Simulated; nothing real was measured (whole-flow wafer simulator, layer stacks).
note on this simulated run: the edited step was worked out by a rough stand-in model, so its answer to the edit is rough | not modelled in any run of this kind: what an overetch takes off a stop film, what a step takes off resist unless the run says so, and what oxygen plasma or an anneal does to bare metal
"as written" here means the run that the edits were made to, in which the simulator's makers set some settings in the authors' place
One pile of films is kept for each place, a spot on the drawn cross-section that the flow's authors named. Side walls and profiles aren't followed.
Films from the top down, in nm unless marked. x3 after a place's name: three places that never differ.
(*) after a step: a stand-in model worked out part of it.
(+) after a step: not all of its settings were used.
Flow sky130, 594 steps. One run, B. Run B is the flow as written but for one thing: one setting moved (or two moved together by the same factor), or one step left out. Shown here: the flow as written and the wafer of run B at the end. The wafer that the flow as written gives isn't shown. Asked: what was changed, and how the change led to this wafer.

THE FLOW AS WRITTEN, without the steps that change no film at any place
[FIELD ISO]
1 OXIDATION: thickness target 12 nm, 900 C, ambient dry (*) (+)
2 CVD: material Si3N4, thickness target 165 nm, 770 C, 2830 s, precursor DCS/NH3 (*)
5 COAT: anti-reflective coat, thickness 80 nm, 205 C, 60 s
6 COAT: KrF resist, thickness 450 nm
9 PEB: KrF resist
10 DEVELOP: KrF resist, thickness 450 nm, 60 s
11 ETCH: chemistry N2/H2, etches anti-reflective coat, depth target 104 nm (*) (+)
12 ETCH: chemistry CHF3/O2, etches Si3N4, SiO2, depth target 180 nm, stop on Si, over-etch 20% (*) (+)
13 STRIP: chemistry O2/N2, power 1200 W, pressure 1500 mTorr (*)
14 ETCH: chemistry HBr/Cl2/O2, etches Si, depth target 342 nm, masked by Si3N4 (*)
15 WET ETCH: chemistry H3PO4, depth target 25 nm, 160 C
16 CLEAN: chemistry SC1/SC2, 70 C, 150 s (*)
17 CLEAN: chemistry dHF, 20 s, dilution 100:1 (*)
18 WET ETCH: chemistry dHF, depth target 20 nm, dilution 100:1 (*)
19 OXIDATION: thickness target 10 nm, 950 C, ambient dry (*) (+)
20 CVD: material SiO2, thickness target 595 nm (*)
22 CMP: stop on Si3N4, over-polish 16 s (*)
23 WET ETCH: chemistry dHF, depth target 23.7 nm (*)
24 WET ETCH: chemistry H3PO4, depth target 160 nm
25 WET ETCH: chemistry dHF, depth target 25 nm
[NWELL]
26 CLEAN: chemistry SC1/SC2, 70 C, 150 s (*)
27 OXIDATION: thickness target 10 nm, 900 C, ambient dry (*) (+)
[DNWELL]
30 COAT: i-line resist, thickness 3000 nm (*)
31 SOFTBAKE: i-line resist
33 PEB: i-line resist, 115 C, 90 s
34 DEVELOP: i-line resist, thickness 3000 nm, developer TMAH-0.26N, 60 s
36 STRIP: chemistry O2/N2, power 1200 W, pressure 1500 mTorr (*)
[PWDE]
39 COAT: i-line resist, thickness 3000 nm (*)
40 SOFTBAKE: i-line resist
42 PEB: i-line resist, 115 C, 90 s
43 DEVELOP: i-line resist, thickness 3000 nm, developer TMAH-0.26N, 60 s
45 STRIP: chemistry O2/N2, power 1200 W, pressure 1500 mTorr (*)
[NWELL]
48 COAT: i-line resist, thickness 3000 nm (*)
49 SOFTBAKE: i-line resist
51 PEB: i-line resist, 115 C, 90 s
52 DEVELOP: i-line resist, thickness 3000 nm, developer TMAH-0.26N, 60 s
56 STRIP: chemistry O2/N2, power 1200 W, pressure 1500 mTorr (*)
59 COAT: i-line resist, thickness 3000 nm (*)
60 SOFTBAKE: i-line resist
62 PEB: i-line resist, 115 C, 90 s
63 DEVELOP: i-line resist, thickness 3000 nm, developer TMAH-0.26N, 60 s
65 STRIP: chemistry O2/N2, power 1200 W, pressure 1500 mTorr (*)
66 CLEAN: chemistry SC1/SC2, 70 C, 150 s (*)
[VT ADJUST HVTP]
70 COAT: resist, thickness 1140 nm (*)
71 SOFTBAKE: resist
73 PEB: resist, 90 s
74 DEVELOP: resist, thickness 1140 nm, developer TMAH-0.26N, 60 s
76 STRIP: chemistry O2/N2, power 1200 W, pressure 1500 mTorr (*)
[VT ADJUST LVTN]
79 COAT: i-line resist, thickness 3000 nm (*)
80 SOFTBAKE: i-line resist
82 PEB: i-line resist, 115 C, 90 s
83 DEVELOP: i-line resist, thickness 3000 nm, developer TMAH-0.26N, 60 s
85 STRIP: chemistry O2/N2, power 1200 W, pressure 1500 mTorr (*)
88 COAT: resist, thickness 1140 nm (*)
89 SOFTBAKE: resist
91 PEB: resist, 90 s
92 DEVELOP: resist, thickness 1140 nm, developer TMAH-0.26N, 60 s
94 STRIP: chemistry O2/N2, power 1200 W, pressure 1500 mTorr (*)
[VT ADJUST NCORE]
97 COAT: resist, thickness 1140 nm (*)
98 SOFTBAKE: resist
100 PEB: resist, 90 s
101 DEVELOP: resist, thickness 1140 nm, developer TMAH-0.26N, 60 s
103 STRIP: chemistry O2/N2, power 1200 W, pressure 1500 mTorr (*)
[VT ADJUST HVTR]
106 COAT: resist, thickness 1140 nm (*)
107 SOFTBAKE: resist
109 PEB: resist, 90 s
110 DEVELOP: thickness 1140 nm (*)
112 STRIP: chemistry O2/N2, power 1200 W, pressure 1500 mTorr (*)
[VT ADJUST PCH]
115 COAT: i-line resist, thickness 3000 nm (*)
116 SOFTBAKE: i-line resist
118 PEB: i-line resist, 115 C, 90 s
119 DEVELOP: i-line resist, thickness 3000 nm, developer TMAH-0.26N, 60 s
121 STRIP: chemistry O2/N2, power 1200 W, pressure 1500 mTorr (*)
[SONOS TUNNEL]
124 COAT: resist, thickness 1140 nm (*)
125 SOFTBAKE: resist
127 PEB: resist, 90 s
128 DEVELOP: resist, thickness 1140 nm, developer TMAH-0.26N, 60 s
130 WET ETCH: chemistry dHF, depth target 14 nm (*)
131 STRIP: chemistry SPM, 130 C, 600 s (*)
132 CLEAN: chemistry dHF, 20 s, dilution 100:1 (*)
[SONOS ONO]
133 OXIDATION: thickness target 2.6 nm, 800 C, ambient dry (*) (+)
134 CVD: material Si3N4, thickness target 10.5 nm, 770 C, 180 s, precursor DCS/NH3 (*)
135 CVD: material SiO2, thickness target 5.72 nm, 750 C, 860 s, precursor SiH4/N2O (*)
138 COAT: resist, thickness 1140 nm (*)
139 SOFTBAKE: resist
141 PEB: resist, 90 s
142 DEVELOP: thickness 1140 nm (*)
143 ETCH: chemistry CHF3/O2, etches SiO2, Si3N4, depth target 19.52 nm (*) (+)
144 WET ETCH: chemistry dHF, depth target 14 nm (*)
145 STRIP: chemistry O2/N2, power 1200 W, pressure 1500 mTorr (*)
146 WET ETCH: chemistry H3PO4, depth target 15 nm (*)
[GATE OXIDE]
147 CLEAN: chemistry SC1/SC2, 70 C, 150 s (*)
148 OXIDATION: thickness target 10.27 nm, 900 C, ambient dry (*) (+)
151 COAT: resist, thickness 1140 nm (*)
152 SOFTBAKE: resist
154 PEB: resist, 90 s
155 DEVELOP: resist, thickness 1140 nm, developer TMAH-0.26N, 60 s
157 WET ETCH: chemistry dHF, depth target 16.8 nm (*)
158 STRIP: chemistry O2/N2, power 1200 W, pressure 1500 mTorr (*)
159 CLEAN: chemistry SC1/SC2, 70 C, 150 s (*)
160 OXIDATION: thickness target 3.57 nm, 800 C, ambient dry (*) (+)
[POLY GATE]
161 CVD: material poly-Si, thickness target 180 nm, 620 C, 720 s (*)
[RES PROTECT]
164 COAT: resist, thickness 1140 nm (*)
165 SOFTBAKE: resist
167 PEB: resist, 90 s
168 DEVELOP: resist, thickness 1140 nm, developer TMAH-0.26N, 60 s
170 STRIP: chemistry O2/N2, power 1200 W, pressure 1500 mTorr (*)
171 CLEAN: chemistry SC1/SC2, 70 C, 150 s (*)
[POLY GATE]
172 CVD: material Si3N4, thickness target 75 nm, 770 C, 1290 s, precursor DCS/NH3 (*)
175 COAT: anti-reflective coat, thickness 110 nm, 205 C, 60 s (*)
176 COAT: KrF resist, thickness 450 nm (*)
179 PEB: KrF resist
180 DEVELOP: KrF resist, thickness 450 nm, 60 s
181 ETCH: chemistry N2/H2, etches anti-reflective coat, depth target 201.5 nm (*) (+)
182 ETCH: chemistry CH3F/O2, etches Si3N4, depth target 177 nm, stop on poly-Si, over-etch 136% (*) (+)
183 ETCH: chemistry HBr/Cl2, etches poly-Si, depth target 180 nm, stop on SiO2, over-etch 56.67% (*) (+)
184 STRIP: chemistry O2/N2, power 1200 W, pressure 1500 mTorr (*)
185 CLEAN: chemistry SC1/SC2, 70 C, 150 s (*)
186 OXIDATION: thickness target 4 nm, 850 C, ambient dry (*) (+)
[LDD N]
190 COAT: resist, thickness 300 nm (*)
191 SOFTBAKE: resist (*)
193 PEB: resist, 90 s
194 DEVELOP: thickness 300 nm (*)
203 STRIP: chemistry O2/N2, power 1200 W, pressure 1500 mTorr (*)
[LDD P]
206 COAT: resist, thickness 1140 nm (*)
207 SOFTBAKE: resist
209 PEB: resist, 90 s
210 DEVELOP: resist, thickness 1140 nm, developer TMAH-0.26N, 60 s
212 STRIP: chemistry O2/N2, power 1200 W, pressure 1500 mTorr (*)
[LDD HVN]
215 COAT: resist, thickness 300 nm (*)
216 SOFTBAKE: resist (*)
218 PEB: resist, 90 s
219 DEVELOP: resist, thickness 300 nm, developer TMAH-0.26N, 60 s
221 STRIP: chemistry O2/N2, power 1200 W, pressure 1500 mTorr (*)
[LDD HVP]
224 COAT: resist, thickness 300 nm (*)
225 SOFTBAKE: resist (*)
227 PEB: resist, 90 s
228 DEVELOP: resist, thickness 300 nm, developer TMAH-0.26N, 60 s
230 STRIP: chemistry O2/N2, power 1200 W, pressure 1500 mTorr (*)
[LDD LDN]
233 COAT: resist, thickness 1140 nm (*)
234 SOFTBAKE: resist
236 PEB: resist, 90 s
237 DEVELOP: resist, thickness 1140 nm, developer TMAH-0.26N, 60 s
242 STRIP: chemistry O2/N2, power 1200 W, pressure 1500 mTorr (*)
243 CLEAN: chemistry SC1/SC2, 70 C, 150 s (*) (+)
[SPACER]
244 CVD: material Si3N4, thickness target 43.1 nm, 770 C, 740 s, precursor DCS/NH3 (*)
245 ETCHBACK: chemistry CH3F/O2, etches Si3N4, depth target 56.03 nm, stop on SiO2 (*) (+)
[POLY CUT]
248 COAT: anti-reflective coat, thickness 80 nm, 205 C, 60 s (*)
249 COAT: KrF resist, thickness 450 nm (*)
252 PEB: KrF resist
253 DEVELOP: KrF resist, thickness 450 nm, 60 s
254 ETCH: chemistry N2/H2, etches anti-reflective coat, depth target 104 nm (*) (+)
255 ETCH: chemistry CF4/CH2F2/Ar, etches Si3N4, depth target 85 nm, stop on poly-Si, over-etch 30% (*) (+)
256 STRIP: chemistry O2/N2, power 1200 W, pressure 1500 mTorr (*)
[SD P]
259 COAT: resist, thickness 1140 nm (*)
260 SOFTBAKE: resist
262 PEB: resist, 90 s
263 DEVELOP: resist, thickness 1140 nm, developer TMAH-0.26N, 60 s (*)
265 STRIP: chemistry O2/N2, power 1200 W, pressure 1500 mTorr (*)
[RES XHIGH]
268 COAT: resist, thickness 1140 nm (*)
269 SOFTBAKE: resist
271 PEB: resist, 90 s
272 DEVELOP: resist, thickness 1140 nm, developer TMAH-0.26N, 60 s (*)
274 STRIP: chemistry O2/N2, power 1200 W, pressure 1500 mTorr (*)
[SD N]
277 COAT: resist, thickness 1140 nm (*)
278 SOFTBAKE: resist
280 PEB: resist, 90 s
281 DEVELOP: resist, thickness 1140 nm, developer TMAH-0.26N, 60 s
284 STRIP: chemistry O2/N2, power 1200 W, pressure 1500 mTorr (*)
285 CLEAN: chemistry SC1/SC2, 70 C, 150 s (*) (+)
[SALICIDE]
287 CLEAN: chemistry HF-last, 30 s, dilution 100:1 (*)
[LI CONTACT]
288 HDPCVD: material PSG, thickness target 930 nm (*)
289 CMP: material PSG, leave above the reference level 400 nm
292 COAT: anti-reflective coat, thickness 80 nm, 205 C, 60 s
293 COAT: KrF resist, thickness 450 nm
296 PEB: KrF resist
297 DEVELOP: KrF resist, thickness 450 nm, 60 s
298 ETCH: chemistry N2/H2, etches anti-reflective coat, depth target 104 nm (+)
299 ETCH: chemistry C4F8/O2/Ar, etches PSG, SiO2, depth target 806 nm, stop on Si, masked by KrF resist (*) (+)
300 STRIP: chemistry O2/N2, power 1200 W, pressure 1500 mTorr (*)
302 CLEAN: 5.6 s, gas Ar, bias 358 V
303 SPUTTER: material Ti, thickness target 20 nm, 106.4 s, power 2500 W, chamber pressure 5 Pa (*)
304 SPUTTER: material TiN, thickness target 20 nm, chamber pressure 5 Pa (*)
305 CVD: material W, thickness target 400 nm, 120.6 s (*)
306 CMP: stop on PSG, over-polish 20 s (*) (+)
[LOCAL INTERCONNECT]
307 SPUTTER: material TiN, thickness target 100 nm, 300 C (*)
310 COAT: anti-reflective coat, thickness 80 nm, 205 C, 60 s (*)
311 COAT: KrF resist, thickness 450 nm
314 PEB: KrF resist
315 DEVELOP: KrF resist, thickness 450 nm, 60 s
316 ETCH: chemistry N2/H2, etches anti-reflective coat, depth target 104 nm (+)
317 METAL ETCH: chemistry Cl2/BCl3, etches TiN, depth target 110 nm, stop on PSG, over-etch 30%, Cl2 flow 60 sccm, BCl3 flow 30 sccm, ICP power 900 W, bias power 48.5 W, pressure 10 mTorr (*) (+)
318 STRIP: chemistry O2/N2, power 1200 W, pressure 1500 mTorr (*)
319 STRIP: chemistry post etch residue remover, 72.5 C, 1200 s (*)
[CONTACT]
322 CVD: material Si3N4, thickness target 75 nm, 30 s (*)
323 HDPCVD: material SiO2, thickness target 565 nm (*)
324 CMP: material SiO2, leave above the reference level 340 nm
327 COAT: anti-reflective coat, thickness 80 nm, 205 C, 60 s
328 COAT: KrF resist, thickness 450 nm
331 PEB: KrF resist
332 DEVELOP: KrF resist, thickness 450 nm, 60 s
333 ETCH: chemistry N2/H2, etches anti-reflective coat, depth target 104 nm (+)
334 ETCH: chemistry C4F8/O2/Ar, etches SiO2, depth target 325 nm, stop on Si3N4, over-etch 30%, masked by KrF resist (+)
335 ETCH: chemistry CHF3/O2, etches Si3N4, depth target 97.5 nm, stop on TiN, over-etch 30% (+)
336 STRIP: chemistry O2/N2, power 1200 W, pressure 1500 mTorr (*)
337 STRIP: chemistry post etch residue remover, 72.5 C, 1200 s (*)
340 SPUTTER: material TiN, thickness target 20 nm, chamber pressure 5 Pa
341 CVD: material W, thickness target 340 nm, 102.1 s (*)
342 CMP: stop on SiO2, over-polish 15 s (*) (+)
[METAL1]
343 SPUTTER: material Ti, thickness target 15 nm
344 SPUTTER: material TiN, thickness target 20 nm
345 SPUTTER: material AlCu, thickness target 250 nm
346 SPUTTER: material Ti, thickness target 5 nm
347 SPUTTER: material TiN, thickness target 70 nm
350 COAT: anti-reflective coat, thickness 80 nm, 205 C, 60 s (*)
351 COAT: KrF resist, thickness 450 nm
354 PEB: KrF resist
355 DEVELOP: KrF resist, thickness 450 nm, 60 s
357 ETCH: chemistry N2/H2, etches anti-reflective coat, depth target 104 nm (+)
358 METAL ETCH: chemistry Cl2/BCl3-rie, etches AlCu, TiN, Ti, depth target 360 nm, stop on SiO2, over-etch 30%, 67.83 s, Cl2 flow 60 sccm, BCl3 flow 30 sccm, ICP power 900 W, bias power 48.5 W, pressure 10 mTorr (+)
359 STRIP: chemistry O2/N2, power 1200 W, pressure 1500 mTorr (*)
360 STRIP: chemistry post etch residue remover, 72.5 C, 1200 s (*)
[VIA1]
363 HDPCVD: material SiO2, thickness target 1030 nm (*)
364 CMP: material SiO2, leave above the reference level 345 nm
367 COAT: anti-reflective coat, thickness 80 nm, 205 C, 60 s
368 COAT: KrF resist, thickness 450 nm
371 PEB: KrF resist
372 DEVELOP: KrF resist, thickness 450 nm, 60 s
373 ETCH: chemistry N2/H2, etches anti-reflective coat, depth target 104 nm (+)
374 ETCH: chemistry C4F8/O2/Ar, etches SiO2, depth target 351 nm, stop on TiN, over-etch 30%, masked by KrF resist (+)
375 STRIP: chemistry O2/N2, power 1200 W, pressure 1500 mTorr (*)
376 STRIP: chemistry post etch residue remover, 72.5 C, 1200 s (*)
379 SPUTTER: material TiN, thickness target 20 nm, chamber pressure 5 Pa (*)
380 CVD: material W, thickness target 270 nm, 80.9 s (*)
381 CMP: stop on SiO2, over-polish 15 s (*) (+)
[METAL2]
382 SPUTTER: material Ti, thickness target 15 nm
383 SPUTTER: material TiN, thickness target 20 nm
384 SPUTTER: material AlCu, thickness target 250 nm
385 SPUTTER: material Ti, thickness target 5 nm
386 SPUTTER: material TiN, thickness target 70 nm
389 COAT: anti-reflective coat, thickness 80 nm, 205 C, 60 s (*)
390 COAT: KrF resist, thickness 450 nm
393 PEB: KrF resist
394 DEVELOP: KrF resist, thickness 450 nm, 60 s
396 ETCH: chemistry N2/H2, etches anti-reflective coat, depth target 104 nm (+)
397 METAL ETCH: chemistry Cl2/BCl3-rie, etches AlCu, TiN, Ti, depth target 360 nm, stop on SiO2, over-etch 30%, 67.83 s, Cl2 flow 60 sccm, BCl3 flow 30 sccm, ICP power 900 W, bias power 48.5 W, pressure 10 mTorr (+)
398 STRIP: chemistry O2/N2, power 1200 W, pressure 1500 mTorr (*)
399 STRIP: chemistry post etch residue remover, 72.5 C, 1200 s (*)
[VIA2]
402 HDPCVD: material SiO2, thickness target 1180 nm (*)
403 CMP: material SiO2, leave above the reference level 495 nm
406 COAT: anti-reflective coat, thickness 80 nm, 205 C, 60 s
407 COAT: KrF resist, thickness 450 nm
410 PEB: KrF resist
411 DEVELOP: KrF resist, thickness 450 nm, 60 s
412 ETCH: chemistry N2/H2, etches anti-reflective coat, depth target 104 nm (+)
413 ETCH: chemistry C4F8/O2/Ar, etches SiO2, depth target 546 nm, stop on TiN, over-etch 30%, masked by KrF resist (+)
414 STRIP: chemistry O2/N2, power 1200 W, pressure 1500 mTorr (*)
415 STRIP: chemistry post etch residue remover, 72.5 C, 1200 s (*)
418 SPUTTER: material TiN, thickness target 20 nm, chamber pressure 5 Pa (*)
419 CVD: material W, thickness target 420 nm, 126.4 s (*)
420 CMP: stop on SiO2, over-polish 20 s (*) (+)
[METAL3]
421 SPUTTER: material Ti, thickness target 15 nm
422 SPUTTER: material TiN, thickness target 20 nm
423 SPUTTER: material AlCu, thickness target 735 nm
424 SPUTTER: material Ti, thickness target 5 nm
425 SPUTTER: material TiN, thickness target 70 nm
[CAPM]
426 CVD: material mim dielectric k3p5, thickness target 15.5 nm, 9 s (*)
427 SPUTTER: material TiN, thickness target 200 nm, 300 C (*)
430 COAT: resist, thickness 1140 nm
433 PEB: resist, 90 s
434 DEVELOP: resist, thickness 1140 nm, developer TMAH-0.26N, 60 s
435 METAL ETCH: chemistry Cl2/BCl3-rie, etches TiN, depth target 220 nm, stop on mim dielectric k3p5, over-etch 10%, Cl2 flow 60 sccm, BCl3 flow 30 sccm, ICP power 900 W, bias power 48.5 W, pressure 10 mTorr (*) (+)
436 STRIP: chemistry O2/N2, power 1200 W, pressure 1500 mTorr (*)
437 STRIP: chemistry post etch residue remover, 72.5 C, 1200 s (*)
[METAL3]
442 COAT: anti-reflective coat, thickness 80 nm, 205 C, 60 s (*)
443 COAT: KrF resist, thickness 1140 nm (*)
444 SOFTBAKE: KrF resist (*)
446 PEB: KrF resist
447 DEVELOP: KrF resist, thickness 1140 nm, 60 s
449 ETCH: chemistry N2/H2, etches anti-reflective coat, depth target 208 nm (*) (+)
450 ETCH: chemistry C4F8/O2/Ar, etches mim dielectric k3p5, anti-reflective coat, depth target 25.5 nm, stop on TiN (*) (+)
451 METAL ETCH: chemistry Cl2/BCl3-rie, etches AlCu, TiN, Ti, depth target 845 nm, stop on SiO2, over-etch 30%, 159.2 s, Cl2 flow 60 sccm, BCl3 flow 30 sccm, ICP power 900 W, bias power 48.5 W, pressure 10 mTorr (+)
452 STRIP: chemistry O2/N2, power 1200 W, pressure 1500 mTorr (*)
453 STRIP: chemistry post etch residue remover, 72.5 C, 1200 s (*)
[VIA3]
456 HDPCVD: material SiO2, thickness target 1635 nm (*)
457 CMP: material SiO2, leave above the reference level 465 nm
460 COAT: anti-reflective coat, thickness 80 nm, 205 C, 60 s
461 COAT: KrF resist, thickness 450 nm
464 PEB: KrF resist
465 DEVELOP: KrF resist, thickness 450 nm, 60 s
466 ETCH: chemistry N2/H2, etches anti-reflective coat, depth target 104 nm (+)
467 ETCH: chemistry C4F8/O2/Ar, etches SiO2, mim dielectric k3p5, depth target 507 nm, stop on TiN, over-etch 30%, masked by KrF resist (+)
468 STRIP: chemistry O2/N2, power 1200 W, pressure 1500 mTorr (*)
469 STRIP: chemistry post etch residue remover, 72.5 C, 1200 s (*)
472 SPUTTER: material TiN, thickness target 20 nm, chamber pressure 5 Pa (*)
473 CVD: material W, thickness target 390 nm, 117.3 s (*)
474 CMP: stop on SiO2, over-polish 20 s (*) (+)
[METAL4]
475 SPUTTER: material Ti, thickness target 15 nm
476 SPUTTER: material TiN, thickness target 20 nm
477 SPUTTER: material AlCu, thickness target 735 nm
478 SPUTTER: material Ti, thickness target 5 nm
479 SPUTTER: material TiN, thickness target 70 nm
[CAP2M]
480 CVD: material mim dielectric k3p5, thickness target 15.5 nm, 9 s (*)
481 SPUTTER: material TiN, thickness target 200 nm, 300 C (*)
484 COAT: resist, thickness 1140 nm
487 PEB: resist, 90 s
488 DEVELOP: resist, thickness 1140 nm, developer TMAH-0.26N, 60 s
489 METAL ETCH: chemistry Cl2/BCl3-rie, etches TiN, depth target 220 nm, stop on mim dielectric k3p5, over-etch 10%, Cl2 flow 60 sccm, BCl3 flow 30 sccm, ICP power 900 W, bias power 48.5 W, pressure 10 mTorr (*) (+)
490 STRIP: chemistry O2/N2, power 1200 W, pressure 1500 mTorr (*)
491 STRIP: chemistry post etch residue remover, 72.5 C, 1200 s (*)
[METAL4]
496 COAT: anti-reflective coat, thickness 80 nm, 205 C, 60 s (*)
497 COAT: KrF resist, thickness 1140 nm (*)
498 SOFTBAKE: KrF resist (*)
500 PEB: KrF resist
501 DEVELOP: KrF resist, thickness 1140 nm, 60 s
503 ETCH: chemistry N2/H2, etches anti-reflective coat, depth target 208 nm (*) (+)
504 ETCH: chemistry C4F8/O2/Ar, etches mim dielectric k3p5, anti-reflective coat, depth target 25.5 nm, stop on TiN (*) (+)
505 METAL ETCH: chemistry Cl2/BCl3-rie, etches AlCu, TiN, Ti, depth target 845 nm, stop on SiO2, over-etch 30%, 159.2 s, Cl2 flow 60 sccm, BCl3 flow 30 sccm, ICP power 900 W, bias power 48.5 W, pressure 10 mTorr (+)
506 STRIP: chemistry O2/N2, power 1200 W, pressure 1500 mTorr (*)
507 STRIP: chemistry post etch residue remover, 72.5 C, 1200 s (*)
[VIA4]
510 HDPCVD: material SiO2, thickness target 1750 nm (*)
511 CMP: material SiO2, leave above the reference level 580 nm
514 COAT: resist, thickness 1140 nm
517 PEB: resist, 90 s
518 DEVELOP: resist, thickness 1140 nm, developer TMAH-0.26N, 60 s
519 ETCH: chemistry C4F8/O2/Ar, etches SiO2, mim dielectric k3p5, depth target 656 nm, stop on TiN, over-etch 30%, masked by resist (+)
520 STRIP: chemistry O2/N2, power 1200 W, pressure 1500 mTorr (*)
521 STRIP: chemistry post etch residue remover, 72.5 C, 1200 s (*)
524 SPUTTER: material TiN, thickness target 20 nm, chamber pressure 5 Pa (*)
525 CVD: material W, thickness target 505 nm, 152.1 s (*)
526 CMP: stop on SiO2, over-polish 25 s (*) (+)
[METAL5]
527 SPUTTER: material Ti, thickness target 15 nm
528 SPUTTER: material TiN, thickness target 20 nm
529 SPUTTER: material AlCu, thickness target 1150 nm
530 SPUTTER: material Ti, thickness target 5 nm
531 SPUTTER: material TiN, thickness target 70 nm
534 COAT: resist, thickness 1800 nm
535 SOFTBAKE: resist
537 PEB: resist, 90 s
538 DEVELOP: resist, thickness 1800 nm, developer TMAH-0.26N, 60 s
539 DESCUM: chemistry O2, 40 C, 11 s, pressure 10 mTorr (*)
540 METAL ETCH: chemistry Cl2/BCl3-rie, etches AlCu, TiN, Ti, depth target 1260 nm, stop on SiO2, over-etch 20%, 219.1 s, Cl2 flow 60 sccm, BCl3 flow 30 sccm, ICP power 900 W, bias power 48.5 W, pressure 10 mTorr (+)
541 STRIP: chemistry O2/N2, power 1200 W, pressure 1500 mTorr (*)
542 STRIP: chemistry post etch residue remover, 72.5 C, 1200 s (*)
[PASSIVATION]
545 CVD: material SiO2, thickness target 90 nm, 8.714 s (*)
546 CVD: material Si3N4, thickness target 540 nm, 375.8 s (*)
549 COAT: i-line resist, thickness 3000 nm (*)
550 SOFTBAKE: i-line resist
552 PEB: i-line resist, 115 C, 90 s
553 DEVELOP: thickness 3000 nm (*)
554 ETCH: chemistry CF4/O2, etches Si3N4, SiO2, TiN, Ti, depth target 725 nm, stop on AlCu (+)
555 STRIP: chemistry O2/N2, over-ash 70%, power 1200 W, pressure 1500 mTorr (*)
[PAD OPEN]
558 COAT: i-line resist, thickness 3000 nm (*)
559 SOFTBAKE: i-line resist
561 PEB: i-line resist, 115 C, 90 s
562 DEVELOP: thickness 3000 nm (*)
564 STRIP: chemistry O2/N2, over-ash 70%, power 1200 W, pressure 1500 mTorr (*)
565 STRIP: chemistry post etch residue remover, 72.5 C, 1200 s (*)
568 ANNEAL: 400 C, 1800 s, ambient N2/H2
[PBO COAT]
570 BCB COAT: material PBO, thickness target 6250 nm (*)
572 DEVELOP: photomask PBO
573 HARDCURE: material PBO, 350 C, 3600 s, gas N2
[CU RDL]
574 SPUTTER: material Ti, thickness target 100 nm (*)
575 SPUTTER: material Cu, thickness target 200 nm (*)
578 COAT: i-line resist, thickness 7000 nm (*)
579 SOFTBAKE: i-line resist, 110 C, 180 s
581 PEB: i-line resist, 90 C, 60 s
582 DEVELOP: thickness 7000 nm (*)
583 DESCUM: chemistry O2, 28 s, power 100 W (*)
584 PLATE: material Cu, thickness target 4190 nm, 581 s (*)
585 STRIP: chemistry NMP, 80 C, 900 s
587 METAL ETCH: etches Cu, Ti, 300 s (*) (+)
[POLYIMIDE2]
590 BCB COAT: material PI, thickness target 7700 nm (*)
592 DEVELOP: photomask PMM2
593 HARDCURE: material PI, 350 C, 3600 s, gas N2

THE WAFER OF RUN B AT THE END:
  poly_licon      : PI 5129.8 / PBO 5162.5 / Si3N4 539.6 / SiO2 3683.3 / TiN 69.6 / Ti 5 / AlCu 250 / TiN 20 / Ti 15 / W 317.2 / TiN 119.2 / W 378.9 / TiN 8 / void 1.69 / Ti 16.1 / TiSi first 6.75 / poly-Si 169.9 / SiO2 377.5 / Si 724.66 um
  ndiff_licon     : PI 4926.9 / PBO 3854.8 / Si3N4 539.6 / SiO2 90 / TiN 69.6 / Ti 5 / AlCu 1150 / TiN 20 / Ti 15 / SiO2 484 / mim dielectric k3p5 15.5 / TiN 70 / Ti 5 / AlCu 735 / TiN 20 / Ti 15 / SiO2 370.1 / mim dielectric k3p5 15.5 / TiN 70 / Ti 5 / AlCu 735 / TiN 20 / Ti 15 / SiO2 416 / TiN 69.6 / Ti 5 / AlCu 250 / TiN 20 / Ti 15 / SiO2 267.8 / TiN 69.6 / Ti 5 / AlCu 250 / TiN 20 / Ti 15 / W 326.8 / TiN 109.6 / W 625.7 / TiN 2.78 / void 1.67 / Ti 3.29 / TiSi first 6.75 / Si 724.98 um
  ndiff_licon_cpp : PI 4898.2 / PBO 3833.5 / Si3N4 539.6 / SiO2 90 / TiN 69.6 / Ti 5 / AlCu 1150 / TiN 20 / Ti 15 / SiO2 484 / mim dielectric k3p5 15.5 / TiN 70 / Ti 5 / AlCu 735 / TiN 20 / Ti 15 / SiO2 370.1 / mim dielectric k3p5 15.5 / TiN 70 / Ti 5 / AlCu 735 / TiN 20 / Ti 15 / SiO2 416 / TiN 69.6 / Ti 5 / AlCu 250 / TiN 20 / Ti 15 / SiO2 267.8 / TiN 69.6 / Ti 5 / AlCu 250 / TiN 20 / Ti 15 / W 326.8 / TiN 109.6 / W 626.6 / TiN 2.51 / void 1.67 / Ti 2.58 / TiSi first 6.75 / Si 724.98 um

The cause: step 304, SPUTTER: thickness target 8 nm was run, where the flow has thickness target 20 nm.
It can be read off the wafer: poly_licon has TiN 8, and step 304 as written asks for 20 nm.

How the change led to this, step by step:
  304 SPUTTER: material TiN, thickness target 20 nm, chamber pressure 5 Pa (*)
      field, active, n_well and 185 more: TiN +8 (new film) (as written it would be: TiN +20 (new film))
      ndiff_licon: TiN +2.78 (new film) (as written it would be: TiN +6.83 (new film))
      (and at 2 more places)
  306 CMP: stop on PSG, over-polish 20 s (*) (+)
      field, active, n_well and 184 more: W -400 (all of it), TiN -8 (all of it), Ti -20 (all of it), PSG -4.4 (as written it would be: W -400 (all of it), TiN -20 (all of it), Ti -20 (all of it), PSG -4.4)
      ndiff_licon, ndiff_licon_cpp, rpo_hd_licon: W -432.9 (as written it would be: W -444.9)
      (and at 1 more place)
